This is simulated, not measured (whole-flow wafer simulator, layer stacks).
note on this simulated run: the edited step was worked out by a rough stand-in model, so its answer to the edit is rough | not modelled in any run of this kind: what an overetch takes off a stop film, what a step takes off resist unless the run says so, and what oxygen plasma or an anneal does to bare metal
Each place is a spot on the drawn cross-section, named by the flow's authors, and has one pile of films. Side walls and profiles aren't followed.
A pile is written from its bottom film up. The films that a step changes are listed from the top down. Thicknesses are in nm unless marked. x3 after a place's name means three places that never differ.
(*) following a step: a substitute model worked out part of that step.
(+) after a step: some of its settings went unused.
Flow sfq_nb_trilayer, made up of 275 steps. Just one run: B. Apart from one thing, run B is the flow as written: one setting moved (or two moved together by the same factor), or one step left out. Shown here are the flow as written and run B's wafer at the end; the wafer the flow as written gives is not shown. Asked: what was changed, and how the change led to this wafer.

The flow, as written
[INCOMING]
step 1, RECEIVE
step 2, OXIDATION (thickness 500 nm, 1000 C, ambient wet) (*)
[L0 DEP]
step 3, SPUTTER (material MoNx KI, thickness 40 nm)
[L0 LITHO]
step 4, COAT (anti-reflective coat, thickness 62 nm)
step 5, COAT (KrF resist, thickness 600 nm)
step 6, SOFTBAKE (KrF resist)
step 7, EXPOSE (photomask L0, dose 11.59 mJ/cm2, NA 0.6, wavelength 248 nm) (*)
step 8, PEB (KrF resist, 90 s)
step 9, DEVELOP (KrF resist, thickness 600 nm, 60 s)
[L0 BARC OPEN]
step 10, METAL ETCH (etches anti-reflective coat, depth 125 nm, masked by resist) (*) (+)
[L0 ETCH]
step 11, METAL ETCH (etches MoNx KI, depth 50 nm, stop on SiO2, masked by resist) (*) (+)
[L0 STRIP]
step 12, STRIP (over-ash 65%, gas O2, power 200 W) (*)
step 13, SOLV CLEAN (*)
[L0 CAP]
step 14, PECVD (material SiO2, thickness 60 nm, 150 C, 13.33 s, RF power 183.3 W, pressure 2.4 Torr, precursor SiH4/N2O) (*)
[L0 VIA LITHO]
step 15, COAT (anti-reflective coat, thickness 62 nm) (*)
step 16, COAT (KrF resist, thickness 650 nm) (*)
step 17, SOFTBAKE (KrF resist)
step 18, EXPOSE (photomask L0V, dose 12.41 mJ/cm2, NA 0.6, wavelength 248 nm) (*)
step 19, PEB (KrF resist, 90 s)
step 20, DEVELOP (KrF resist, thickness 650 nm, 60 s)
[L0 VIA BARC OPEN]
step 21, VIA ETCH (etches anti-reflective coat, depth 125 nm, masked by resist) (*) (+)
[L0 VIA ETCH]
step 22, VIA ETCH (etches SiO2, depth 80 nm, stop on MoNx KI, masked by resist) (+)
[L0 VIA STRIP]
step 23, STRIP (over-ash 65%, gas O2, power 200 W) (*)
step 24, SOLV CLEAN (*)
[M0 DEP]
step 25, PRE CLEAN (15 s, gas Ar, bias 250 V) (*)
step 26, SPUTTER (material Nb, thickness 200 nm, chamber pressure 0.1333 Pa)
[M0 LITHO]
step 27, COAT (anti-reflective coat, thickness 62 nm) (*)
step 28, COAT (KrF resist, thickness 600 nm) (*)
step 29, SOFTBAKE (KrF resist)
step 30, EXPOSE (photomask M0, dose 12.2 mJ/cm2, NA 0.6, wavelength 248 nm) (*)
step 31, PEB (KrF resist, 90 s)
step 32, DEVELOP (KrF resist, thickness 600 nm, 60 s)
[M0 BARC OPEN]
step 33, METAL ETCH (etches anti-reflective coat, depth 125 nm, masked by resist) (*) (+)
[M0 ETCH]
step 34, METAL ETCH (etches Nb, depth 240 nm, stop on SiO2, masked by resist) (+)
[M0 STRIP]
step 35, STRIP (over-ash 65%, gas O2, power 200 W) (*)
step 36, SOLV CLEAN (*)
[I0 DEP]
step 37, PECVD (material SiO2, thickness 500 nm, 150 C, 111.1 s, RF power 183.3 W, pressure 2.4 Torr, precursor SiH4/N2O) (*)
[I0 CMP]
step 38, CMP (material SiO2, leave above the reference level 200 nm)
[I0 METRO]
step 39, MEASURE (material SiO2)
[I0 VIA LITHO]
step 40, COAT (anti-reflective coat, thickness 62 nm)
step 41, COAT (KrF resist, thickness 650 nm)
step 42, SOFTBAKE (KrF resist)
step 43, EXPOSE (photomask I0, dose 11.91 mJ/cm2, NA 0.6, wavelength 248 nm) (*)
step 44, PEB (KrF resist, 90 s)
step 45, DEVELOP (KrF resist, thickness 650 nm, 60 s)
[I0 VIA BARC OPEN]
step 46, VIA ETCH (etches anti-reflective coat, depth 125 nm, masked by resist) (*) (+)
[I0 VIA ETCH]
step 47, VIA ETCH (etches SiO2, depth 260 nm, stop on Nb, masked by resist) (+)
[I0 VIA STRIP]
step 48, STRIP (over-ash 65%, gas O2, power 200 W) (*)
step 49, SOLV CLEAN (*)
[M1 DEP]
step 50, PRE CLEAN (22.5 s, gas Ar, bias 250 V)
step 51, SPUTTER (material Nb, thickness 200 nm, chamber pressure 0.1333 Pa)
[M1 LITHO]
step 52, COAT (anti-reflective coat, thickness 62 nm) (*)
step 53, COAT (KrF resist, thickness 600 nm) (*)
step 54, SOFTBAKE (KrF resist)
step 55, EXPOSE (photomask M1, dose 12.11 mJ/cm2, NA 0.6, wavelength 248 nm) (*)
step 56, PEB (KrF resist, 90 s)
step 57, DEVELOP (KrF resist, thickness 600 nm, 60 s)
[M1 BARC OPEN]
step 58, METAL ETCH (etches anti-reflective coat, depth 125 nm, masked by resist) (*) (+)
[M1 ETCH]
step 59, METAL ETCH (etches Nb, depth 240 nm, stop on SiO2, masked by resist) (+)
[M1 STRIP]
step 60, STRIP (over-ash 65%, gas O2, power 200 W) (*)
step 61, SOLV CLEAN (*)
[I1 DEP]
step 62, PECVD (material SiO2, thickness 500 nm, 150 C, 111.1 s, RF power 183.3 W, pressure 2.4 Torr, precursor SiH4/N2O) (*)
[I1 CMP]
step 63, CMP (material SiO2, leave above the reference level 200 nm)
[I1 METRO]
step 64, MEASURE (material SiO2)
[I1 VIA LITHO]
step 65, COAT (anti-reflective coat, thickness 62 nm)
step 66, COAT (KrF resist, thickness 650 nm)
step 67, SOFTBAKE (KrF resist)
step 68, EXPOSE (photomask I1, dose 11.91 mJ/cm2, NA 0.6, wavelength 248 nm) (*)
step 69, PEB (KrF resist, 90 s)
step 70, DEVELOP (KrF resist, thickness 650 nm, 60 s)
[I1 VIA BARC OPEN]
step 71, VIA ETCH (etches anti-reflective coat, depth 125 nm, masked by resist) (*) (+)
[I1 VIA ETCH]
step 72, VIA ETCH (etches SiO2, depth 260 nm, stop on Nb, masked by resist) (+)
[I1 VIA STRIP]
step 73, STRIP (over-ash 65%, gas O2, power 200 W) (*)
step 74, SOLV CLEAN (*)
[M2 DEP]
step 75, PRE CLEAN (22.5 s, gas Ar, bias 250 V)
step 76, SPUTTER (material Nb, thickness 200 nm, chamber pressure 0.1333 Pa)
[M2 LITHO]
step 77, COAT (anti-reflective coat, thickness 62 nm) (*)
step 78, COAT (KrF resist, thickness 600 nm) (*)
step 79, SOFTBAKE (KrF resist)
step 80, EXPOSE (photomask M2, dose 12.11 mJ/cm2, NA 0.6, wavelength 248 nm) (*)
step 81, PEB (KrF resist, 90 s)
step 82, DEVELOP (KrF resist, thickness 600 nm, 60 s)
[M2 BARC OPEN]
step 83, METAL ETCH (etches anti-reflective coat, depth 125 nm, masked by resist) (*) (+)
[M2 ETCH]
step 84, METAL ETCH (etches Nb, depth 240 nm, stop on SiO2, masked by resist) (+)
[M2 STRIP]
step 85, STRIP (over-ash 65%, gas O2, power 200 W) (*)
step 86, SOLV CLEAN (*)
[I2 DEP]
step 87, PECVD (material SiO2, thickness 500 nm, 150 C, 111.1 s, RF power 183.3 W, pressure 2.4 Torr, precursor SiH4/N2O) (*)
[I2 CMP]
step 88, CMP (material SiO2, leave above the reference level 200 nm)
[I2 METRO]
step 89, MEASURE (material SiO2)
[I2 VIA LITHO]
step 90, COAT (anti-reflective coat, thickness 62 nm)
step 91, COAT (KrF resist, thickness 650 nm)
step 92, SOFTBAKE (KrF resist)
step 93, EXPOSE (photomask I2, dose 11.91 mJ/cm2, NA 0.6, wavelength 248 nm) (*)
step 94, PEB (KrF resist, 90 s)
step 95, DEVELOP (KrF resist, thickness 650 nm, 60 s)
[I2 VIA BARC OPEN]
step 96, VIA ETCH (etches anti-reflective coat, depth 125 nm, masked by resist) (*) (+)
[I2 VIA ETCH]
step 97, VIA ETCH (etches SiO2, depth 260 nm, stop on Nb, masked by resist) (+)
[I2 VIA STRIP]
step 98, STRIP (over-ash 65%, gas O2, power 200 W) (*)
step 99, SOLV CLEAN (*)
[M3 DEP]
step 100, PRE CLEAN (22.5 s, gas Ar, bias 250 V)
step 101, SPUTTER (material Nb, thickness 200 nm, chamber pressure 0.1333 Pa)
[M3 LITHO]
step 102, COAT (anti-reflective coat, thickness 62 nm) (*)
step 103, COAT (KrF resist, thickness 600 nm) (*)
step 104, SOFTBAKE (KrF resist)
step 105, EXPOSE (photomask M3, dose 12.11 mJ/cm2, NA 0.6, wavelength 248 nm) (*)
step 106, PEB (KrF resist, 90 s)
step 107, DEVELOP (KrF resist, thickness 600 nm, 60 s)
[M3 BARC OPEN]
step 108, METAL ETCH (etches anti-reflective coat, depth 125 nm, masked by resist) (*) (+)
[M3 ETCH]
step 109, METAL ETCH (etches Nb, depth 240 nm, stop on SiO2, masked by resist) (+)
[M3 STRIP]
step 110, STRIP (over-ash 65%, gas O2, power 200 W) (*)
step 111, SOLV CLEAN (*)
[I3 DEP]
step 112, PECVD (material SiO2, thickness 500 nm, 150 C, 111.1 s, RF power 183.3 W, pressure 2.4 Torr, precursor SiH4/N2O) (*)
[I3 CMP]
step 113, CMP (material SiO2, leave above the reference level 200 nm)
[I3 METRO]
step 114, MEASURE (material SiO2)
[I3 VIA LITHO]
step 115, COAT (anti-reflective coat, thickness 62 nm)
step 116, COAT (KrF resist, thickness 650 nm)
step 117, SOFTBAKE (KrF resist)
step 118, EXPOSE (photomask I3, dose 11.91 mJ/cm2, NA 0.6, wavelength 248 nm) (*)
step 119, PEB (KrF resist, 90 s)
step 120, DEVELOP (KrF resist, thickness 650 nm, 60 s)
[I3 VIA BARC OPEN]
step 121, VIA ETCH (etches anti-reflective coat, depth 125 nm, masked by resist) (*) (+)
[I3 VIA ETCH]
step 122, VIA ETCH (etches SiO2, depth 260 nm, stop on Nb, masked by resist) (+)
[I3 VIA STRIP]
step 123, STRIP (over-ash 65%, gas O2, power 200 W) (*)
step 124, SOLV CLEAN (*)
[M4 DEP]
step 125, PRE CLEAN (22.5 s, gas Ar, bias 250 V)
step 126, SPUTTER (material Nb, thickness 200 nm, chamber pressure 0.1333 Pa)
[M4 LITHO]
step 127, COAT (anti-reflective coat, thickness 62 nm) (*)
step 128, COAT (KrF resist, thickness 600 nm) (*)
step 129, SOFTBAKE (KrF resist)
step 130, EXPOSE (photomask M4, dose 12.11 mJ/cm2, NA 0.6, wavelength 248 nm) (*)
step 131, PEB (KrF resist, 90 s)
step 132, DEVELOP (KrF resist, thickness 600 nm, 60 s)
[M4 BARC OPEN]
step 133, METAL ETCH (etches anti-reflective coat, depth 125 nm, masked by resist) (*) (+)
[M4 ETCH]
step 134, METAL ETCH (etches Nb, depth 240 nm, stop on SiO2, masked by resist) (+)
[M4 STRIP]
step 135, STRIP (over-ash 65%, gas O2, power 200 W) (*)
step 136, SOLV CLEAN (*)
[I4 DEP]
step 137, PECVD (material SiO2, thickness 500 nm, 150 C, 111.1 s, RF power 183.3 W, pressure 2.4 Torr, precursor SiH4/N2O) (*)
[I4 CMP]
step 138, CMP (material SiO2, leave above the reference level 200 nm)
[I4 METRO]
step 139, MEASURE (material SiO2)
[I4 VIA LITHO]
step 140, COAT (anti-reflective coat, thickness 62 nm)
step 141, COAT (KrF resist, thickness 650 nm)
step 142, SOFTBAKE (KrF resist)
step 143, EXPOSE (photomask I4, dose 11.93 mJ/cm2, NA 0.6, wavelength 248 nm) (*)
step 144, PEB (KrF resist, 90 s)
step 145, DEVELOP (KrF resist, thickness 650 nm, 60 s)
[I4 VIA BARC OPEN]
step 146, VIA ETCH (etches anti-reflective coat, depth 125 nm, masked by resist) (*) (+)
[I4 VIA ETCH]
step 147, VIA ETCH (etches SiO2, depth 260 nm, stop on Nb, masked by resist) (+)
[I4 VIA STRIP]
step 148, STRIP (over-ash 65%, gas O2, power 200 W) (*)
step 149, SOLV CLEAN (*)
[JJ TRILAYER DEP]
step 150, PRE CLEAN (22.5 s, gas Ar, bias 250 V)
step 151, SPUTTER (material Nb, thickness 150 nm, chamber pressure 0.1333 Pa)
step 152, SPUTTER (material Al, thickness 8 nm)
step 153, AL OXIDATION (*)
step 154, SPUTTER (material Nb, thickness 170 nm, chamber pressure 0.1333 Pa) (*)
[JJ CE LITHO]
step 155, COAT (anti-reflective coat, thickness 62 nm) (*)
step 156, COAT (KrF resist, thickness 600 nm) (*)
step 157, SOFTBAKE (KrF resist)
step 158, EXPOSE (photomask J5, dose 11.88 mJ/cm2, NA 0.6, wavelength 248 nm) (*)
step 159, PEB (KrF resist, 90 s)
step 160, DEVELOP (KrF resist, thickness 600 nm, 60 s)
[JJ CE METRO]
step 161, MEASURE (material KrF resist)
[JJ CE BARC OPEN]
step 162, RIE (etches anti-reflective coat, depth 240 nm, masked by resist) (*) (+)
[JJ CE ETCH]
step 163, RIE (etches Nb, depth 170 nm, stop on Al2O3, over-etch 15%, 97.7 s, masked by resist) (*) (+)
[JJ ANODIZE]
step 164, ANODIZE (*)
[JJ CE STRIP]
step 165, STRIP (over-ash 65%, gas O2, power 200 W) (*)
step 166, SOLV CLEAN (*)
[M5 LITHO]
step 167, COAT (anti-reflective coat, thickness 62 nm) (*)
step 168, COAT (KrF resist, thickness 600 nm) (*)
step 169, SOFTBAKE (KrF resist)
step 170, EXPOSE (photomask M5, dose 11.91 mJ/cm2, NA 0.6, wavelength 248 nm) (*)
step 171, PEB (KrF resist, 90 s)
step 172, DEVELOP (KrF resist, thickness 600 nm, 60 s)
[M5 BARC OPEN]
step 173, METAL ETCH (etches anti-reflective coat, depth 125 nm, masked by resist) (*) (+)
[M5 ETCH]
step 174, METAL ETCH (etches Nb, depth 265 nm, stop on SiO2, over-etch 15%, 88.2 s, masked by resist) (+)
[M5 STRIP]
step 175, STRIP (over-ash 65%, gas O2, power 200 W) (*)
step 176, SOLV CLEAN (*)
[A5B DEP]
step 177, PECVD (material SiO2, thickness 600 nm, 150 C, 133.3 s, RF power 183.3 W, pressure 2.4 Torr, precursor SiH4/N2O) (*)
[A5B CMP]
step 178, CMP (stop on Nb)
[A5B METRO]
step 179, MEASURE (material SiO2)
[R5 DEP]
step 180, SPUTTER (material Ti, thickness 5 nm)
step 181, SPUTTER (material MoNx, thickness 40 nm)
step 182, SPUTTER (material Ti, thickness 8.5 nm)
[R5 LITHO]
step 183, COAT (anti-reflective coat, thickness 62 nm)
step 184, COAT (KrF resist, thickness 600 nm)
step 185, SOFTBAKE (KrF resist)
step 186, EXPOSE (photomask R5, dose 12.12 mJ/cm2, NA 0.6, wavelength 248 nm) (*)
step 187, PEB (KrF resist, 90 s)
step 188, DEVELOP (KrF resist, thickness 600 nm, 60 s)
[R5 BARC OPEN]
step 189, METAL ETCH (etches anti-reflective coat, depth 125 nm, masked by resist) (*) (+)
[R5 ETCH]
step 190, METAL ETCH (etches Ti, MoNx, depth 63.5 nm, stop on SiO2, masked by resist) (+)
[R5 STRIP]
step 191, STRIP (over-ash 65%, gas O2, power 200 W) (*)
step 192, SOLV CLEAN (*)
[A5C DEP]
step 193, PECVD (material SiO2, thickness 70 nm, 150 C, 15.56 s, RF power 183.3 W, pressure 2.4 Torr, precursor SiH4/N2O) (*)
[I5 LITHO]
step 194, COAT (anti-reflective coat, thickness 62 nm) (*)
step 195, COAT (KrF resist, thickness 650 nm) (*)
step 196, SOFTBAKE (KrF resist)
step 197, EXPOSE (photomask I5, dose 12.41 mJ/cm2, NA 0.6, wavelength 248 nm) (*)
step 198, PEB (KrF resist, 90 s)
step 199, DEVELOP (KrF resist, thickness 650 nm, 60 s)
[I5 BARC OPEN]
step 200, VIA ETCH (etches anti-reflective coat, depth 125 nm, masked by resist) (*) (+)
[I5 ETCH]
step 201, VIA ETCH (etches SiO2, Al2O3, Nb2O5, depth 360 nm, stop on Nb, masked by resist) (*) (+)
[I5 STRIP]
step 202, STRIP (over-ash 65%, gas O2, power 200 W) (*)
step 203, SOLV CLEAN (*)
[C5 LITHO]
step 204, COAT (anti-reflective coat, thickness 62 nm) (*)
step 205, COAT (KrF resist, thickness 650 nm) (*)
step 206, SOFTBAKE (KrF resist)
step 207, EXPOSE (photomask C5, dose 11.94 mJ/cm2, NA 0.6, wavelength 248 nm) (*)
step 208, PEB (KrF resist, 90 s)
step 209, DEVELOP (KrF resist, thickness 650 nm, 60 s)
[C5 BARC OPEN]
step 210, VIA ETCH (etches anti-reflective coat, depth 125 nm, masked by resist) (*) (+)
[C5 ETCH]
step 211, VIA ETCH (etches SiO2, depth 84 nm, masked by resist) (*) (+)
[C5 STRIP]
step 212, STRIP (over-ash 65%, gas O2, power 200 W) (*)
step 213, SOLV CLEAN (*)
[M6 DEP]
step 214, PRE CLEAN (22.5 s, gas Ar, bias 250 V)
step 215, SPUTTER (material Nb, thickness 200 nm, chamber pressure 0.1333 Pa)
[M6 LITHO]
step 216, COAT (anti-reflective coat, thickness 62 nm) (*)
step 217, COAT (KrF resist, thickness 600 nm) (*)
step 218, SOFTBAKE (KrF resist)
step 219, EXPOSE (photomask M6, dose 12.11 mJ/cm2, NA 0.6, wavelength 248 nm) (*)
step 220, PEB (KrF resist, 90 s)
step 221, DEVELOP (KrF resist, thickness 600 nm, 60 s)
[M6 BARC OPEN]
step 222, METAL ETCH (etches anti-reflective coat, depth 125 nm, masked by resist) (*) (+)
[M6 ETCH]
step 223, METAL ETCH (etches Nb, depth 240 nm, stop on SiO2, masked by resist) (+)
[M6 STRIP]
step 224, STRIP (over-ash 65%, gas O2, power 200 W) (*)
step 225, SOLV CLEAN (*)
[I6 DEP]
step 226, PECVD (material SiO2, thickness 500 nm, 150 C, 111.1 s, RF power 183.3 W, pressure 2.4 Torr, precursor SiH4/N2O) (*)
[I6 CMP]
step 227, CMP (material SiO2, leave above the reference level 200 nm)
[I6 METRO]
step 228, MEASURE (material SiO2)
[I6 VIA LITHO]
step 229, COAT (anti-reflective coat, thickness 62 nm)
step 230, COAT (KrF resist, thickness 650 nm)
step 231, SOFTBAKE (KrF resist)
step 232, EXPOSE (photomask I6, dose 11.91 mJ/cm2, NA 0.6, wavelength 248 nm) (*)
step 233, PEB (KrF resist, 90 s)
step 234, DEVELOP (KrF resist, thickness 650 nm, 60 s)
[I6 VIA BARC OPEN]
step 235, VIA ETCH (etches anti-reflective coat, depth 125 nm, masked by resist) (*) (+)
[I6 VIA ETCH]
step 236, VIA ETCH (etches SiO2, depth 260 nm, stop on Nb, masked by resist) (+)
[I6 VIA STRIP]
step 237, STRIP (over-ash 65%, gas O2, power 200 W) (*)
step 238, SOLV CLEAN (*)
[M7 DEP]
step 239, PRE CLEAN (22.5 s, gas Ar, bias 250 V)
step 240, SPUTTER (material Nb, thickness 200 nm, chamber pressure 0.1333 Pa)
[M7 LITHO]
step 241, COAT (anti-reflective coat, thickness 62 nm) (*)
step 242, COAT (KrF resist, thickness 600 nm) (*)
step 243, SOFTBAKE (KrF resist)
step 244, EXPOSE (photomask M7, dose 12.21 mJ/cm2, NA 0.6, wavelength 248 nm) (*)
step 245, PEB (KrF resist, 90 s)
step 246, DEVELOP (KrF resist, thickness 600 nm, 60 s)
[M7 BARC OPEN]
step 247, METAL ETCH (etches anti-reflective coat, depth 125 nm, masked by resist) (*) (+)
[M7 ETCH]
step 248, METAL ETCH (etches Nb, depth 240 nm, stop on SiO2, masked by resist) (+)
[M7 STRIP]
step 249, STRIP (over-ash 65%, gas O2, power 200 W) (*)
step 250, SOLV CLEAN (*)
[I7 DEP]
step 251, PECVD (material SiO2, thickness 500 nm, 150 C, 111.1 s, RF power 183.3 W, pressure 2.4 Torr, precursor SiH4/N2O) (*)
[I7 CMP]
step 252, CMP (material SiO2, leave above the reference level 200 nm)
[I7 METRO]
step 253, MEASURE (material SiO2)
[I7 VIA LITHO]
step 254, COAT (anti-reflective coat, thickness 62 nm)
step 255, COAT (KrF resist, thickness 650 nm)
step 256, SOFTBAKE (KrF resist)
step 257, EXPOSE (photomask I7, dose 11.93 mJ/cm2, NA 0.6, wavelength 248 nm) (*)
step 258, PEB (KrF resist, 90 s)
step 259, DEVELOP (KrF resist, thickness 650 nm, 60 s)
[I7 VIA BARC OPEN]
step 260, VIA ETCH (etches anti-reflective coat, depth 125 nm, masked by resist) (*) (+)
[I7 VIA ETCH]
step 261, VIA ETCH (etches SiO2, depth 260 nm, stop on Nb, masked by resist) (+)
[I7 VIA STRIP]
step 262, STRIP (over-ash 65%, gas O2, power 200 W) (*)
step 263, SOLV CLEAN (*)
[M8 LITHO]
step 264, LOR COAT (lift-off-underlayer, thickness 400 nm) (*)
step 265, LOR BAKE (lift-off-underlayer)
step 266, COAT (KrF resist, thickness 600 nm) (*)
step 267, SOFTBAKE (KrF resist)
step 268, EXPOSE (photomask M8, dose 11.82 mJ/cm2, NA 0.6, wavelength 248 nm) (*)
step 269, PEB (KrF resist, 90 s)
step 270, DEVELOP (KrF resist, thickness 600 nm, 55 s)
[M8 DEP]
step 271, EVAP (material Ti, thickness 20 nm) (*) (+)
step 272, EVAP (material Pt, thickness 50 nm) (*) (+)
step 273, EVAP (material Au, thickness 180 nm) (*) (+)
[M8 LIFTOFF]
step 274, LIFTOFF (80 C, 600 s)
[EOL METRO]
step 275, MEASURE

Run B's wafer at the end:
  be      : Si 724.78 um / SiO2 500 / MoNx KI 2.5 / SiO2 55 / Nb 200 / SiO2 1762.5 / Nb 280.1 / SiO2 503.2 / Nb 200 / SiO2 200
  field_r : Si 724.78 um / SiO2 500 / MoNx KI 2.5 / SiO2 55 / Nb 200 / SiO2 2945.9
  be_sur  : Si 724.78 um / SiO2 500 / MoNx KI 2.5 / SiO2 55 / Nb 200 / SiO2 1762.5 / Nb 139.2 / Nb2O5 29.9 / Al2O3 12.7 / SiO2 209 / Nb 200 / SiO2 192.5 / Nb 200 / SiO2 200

What caused this: step 11, METAL ETCH: depth 37.5 nm was run, while the flow as written has depth 50 nm.

Step by step, how the change led to this:
  step 11, METAL ETCH (etches MoNx KI, depth 50 nm, stop on SiO2, masked by resist) (*) (+)
      v_sur, via_wl, via_w and 97 more: -37.5 MoNx KI (it would be, as written: -40 MoNx KI (all of it))
      field_l, l0_sur, l0v, l0r_line_l, l0r_line_c, l0r_line_r: -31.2 KrF resist (it would be, as written: -41.7 KrF resist)
  step 12, STRIP (over-ash 65%, gas O2, power 200 W) (*)
      field_l, l0_sur, l0v, l0r_line_l, l0r_line_c, l0r_line_r: -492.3 KrF resist (all of it), -62 anti-reflective coat (all of it) (it would be, as written: -481.9 KrF resist (all of it), -62 anti-reflective coat (all of it))
  step 14, PECVD (material SiO2, thickness 60 nm, 150 C, 13.33 s, RF power 183.3 W, pressure 2.4 Torr, precursor SiH4/N2O) (*)
      v_sur, via_wl, via_w and 97 more: +60 SiO2 (new film) (it would be, as written: +60 SiO2)
If metal films that touch count as one body, be has 4 bodies (between them, from the top down: SiO2 503.2; SiO2 1762.5; SiO2 55); the flow as written gives 3 bodies (between them, from the top down: SiO2 503.2; SiO2 1762.5).
If metal films that touch count as one body, field_r has 2 bodies (between them, from the top down: SiO2 55); the flow as written gives 1 body.
If metal films that touch count as one body, be_sur has 5 bodies (between them, from the top down: SiO2 192.5; SiO2 209 / Al2O3 12.7 / Nb2O5 29.9; SiO2 1762.5; SiO2 55); the flow as written gives 4 bodies (between them, from the top down: SiO2 192.5; SiO2 209 / Al2O3 12.7 / Nb2O5 29.9; SiO2 1762.5).
